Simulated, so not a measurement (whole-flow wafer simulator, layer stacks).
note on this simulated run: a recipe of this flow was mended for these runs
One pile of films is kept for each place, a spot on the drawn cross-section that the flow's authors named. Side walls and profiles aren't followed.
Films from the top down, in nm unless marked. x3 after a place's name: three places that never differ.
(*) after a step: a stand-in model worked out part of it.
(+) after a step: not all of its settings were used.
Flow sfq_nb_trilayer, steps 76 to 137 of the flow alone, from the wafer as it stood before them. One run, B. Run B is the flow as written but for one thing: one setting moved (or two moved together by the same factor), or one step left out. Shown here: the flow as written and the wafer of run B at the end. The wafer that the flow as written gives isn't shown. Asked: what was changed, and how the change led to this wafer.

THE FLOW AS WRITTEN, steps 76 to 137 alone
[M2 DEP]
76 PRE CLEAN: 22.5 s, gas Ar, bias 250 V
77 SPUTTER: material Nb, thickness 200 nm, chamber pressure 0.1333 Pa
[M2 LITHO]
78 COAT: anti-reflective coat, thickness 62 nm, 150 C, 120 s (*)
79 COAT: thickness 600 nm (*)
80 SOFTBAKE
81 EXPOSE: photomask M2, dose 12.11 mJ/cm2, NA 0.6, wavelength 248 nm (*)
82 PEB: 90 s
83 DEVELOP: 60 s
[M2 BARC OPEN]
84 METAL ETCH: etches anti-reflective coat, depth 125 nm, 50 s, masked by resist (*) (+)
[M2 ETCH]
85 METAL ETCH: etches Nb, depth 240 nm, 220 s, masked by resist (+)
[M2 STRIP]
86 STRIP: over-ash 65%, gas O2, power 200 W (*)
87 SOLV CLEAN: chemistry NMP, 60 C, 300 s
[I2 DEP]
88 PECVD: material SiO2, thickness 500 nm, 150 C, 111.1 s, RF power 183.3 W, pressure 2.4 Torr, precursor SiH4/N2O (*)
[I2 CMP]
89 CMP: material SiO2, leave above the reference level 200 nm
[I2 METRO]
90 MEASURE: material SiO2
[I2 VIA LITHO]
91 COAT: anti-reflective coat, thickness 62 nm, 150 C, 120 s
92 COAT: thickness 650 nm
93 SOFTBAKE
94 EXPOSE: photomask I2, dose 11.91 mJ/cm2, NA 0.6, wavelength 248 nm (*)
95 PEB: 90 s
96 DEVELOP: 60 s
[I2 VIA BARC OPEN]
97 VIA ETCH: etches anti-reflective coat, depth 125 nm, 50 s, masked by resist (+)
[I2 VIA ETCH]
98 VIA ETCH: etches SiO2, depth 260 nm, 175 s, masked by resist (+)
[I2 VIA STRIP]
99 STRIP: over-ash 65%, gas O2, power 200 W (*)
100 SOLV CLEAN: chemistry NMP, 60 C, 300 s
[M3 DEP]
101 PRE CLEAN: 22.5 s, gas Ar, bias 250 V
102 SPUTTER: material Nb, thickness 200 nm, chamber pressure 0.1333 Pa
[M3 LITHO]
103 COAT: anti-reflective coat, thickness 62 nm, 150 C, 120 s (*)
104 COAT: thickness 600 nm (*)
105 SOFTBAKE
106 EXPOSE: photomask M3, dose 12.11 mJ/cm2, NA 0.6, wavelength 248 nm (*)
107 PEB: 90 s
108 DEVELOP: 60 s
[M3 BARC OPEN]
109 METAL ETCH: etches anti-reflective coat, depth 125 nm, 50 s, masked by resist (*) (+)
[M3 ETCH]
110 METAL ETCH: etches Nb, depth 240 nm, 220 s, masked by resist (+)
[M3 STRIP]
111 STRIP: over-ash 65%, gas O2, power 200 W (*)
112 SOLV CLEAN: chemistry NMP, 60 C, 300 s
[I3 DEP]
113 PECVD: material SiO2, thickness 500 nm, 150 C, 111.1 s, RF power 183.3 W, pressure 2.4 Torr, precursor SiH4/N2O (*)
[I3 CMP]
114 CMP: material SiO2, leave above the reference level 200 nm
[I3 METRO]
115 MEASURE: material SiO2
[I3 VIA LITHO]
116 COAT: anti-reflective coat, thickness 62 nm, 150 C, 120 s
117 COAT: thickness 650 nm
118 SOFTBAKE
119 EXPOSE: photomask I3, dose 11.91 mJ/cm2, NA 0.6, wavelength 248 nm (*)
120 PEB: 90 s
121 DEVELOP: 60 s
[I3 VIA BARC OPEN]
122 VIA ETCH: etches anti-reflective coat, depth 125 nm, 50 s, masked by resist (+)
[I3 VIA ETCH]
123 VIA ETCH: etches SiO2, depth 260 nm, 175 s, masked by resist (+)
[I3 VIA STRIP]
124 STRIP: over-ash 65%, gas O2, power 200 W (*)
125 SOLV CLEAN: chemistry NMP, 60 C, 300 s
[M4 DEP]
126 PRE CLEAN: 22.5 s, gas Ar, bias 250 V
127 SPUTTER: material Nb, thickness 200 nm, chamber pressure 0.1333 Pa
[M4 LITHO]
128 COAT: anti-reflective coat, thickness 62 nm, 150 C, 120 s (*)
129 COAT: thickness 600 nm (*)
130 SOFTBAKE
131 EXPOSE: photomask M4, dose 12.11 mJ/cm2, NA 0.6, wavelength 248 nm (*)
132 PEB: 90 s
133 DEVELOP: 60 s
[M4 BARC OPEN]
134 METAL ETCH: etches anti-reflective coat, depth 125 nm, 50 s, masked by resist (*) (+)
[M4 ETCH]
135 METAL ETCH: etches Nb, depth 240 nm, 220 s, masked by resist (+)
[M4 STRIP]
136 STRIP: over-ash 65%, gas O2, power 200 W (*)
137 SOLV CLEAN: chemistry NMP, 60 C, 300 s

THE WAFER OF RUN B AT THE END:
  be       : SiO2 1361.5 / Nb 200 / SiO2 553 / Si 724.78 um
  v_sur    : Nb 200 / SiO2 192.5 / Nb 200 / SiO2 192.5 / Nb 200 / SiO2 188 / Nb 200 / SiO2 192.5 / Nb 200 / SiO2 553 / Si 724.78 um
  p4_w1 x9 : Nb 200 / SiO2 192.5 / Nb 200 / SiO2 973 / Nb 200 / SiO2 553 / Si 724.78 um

The cause: step 76, PRE CLEAN: 36 s was run, where the flow has 22.5 s.

How the change led to this, step by step:
  76 PRE CLEAN: 22.5 s, gas Ar, bias 250 V
      field_l, v_sur, via_wl and 102 more: SiO2 -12 (as written it would be: SiO2 -7.5)
      via_v: Nb -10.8 (as written it would be: Nb -6.45)
